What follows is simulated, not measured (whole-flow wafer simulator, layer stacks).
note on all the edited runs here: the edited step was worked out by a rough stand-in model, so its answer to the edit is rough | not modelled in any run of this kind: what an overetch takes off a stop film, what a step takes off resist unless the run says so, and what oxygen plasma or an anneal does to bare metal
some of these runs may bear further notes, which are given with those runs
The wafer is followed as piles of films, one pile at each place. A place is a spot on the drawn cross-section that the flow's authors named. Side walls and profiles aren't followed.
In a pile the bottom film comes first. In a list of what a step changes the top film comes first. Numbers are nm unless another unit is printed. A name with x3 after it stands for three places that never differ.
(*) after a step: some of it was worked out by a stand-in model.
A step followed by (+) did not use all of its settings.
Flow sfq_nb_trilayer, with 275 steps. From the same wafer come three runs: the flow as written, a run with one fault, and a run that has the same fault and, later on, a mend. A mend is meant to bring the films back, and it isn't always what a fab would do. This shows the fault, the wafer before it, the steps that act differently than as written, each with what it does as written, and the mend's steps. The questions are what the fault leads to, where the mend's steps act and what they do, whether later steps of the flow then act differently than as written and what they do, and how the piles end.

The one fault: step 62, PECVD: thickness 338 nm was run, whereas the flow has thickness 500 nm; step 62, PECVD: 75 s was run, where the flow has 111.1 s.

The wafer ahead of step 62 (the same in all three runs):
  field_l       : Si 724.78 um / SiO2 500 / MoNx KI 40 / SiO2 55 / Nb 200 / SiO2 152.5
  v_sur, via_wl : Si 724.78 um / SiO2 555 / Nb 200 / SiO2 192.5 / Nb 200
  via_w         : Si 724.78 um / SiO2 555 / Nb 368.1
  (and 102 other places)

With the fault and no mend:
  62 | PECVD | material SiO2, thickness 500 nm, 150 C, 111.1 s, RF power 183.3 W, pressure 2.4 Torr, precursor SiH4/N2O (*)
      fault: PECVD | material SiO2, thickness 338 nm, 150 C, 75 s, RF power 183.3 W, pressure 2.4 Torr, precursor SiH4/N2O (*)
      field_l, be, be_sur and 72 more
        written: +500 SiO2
        fault: +338 SiO2
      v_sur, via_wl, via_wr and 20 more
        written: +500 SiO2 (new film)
        fault: +338 SiO2 (new film)
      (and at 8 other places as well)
  Steps later in the flow that act otherwise than as written (6 more steps, not shown, differ only slightly: by at most 2% or 0.5 nm, whichever is larger):
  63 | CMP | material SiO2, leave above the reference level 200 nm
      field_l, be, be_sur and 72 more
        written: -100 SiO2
        fault: nothing
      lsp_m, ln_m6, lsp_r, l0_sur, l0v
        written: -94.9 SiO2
        fault: nothing
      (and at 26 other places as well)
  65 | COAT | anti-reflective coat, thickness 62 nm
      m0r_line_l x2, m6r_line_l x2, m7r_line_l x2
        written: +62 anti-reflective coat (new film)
        fault: +63.6 anti-reflective coat (new film)
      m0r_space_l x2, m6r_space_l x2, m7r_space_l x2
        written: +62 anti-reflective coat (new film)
        fault: +70.8 anti-reflective coat (new film)
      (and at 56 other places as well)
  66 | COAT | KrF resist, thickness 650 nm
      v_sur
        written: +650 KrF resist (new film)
        fault: +624.8 KrF resist (new film)
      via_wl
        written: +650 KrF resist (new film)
        fault: +631.5 KrF resist (new film)
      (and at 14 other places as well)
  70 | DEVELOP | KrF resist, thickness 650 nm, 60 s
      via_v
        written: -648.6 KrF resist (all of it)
        fault: -626.4 KrF resist (all of it)
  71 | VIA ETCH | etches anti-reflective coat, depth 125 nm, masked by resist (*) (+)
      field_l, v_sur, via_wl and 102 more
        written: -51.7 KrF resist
        fault: -47.6 KrF resist
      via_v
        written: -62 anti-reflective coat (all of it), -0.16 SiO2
        fault: -57.2 anti-reflective coat (all of it), -0.14 SiO2
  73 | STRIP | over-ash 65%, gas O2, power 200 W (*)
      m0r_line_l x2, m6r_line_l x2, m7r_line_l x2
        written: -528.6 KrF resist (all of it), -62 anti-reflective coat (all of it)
        fault: -544.4 KrF resist (all of it), -63.6 anti-reflective coat (all of it)
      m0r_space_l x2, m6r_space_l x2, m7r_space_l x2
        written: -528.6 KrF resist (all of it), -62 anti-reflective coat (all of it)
        fault: -539.6 KrF resist (all of it), -70.8 anti-reflective coat (all of it)
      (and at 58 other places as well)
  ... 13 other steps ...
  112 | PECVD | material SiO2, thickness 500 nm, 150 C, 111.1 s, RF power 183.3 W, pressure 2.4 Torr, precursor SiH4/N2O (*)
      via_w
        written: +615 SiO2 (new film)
        fault: +685.3 SiO2 (new film)
  At via_w, the piles at the end differ from the flow's by more than 2% or 0.5 nm, whichever is larger.
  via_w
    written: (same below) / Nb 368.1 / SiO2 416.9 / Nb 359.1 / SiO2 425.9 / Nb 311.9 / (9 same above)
    fault: (same below) / Nb 368.1 / SiO2 362.6 / Nb 343.1 / SiO2 496.2 / Nb 311.9 / (9 same above)

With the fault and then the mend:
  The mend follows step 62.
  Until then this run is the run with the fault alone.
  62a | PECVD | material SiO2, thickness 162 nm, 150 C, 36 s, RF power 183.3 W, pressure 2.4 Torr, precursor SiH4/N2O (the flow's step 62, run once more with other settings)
      field_l, v_sur, via_wl and 102 more
        +162 SiO2
      via_w
        +152.2 SiO2
  Steps later in the flow that act otherwise than as written:
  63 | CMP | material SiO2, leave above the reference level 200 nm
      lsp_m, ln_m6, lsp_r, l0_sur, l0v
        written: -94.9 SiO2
        mend: -100 SiO2
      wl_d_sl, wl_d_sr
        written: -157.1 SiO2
        mend: -100 SiO2
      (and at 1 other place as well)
  The piles end the same as the flow's at every place that both follow.
